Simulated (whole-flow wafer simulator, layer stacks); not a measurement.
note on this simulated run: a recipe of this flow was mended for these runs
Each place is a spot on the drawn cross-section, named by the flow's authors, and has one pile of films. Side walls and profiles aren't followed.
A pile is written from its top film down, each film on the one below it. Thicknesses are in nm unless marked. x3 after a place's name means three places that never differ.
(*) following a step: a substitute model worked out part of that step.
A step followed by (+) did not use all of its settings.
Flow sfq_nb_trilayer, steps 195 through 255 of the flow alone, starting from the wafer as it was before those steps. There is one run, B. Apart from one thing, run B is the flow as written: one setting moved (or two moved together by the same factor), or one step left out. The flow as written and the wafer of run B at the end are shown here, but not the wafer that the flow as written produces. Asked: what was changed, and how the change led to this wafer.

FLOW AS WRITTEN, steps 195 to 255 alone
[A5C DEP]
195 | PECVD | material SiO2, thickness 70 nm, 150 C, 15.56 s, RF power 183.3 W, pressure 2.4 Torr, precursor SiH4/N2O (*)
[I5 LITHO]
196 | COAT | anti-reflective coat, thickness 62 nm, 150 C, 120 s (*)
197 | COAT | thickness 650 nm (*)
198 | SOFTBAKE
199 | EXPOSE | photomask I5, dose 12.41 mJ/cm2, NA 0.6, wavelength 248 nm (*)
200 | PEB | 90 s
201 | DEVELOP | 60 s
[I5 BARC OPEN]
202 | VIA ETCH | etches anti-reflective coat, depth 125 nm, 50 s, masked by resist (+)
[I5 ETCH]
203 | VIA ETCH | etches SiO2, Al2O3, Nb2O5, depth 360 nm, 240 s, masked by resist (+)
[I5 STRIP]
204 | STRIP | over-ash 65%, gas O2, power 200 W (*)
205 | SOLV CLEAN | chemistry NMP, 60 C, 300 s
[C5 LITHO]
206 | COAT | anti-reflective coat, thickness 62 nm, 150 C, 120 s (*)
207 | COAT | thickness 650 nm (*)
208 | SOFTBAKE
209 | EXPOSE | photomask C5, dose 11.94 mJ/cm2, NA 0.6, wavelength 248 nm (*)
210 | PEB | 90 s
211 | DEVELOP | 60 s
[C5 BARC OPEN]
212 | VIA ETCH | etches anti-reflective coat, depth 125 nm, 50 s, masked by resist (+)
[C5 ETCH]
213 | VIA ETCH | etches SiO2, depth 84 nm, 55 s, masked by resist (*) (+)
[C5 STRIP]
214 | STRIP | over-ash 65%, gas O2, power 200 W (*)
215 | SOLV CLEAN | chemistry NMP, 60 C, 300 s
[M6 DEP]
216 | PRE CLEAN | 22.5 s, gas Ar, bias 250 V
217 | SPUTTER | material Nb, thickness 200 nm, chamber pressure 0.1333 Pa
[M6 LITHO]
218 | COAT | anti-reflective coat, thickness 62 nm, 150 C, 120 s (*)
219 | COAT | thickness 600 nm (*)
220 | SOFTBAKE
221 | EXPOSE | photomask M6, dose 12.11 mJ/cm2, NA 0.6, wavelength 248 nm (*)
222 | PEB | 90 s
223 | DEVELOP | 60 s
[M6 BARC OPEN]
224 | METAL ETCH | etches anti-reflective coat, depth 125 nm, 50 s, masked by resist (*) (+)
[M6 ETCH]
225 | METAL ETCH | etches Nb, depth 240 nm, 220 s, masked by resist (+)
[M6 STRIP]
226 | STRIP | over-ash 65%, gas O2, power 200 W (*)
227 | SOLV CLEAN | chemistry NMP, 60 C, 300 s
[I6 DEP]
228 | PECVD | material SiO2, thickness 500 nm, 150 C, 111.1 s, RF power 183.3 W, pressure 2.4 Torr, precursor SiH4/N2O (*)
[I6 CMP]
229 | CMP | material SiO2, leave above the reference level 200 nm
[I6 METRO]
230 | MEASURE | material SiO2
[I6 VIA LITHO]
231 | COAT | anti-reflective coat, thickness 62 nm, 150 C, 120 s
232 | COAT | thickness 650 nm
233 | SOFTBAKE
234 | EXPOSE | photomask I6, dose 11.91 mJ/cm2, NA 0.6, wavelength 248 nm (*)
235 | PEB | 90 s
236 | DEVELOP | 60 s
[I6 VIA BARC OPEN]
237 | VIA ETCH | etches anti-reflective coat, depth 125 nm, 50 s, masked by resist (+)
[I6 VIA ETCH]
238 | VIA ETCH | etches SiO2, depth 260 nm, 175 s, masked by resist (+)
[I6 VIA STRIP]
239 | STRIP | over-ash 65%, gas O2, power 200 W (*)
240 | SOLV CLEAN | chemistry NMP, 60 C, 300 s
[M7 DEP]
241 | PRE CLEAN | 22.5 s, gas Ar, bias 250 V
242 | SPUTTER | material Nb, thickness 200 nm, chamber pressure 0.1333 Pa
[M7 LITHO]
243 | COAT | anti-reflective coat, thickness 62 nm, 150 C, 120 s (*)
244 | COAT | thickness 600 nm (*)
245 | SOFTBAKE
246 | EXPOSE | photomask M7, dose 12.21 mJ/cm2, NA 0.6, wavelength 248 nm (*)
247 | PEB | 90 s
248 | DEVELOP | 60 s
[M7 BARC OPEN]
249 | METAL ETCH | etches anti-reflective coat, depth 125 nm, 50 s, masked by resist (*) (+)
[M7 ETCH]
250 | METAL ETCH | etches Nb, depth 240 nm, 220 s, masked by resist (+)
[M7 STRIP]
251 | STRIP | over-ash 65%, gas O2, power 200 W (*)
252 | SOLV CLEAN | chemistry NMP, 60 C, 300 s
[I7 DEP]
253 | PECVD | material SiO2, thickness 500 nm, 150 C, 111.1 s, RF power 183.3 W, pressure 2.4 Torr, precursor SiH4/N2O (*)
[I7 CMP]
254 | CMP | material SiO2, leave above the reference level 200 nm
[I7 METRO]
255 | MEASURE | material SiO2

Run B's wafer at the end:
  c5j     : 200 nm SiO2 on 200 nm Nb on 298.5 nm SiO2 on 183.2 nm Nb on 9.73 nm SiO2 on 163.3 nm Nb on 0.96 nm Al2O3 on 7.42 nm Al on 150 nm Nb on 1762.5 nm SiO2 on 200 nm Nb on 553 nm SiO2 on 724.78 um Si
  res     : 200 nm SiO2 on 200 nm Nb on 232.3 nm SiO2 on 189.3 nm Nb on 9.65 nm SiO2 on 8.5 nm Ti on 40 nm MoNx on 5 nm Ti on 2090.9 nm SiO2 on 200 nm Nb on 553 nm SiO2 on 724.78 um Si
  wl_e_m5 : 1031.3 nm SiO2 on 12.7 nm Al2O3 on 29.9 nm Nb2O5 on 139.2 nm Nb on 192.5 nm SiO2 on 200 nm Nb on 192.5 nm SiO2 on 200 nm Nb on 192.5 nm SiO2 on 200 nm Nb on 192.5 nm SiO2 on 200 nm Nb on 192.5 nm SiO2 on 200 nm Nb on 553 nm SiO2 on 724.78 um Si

Cause: step 195, PECVD: 22.56 s was run, though the flow has 15.56 s.

Step by step, how the change led to this:
  195 | PECVD | material SiO2, thickness 70 nm, 150 C, 15.56 s, RF power 183.3 W, pressure 2.4 Torr, precursor SiH4/N2O (*)
      field_l, v_sur, via_wl and 92 more: SiO2 gains 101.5 (it would be, as written: SiO2 gains 70)
      ce_l, c5j, ce_r and 8 more: SiO2 gains 101.5 (new film) (it would be, as written: SiO2 gains 70 (new film))
  196 | COAT | anti-reflective coat, thickness 62 nm, 150 C, 120 s (*)
      r5r_line_l, r5r_line_c, r5r_line_r: anti-reflective coat gains 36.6 (new film) (it would be, as written: anti-reflective coat gains 35.5 (new film))
  203 | VIA ETCH | etches SiO2, Al2O3, Nb2O5, depth 360 nm, 240 s, masked by resist (+)
      be: SiO2 loses 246 (all of it), Al2O3 loses 12.7 (all of it), Nb2O5 loses 29.9 (all of it), Nb loses 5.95 (it would be, as written: SiO2 loses 214.5 (all of it), Al2O3 loses 12.7 (all of it), Nb2O5 loses 29.9 (all of it), Nb loses 8.57)
  204 | STRIP | over-ash 65%, gas O2, power 200 W (*)
      r5r_line_l, r5r_line_c, r5r_line_r: KrF-resist-other-grade loses 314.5 (all of it), anti-reflective coat loses 36.6 (all of it) (it would be, as written: KrF-resist-other-grade loses 314.5 (all of it), anti-reflective coat loses 35.5 (all of it))
  206 | COAT | anti-reflective coat, thickness 62 nm, 150 C, 120 s (*)
      r5r_line_l, r5r_line_c, r5r_line_r: anti-reflective coat gains 36.6 (new film) (it would be, as written: anti-reflective coat gains 35.5 (new film))
      be: anti-reflective coat gains 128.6 (new film) (it would be, as written: anti-reflective coat gains 124.3 (new film))
  207 | COAT | thickness 650 nm (*)
      be: KrF-resist-other-grade gains 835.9 (new film) (it would be, as written: KrF-resist-other-grade gains 815 (new film))
  213 | VIA ETCH | etches SiO2, depth 84 nm, 55 s, masked by resist (*) (+)
      c5j: SiO2 loses 84 (it would be, as written: SiO2 loses 69.7 (all of it), Nb loses 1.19)
      res: SiO2 loses 84 (it would be, as written: SiO2 loses 69.7 (all of it), Ti loses 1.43)
  214 | STRIP | over-ash 65%, gas O2, power 200 W (*)
      r5r_line_l, r5r_line_c, r5r_line_r: KrF-resist-other-grade loses 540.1 (all of it), anti-reflective coat loses 36.6 (all of it) (it would be, as written: KrF-resist-other-grade loses 540 (all of it), anti-reflective coat loses 35.5 (all of it))
      be: KrF-resist-other-grade loses 726.6 (all of it), anti-reflective coat loses 128.6 (all of it) (it would be, as written: KrF-resist-other-grade loses 705.8 (all of it), anti-reflective coat loses 124.3 (all of it))
  216 | PRE CLEAN | 22.5 s, gas Ar, bias 250 V
      c5j: SiO2 loses 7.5 (it would be, as written: Nb loses 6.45)
      res: SiO2 loses 7.5 (it would be, as written: Ti loses 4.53)
  217 | SPUTTER | material Nb, thickness 200 nm, chamber pressure 0.1333 Pa
      c5j: Nb gains 183.2 (new film) (it would be, as written: Nb gains 188.4)
      be: Nb gains 139.4 (it would be, as written: Nb gains 145.8)
  218 | COAT | anti-reflective coat, thickness 62 nm, 150 C, 120 s (*)
      be: anti-reflective coat gains 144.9 (new film) (it would be, as written: anti-reflective coat gains 139.6 (new film))
      jj_sur: anti-reflective coat gains 55 (new film) (it would be, as written: anti-reflective coat gains 57.9 (new film))
      (as well as at 7 more places)
  219 | COAT | thickness 600 nm (*)
      be: KrF-resist-other-grade gains 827 (new film) (it would be, as written: KrF-resist-other-grade gains 795.2 (new film))
  226 | STRIP | over-ash 65%, gas O2, power 200 W (*)
      be: KrF-resist-other-grade loses 591 (all of it), anti-reflective coat loses 144.9 (all of it) (it would be, as written: KrF-resist-other-grade loses 559.4 (all of it), anti-reflective coat loses 139.6 (all of it))
      jj_sur: KrF-resist-other-grade loses 363.5 (all of it), anti-reflective coat loses 55 (all of it) (it would be, as written: KrF-resist-other-grade loses 361.7 (all of it), anti-reflective coat loses 57.9 (all of it))
      (as well as at 7 more places)
  228 | PECVD | material SiO2, thickness 500 nm, 150 C, 111.1 s, RF power 183.3 W, pressure 2.4 Torr, precursor SiH4/N2O (*)
      be: SiO2 gains 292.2 (new film), void gains 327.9 (new film), SiO2 gains 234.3 (new film) (it would be, as written: SiO2 gains 702 (new film))
      c5j: SiO2 gains 534 (new film) (it would be, as written: SiO2 gains 514.7 (new film))
  229 | CMP | material SiO2, leave above the reference level 200 nm
      be: SiO2 loses 292.2 (all of it), void loses 327.9 (all of it) (it would be, as written: SiO2 loses 182.7)
      res: SiO2 loses 260.2 (it would be, as written: SiO2 loses 279.3)
  231 | COAT | anti-reflective coat, thickness 62 nm, 150 C, 120 s
      via_wr: anti-reflective coat gains 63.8 (new film) (it would be, as written: anti-reflective coat gains 62 (new film))
      via_sp: anti-reflective coat gains 68.1 (new film) (it would be, as written: anti-reflective coat gains 62 (new film))
      (as well as at 8 more places)
  ... 11 further steps ...
  254 | CMP | material SiO2, leave above the reference level 200 nm
      be: nothing (it would be, as written: SiO2 loses 300)
Taking metal films that touch as one body, c5j has 5 bodies (between them, from the top down: SiO2 298.5; SiO2 9.73; Al2O3 0.96; SiO2 1762.5); the flow as written gives 4 bodies (between them, from the top down: SiO2 279.2; Al2O3 0.96; SiO2 1762.5).
Taking metal films that touch as one body, res has 4 bodies (between them, from the top down: SiO2 232.3; SiO2 9.65; SiO2 2090.9); the flow as written gives 3 bodies (between them, from the top down: SiO2 213.2; SiO2 2090.9).
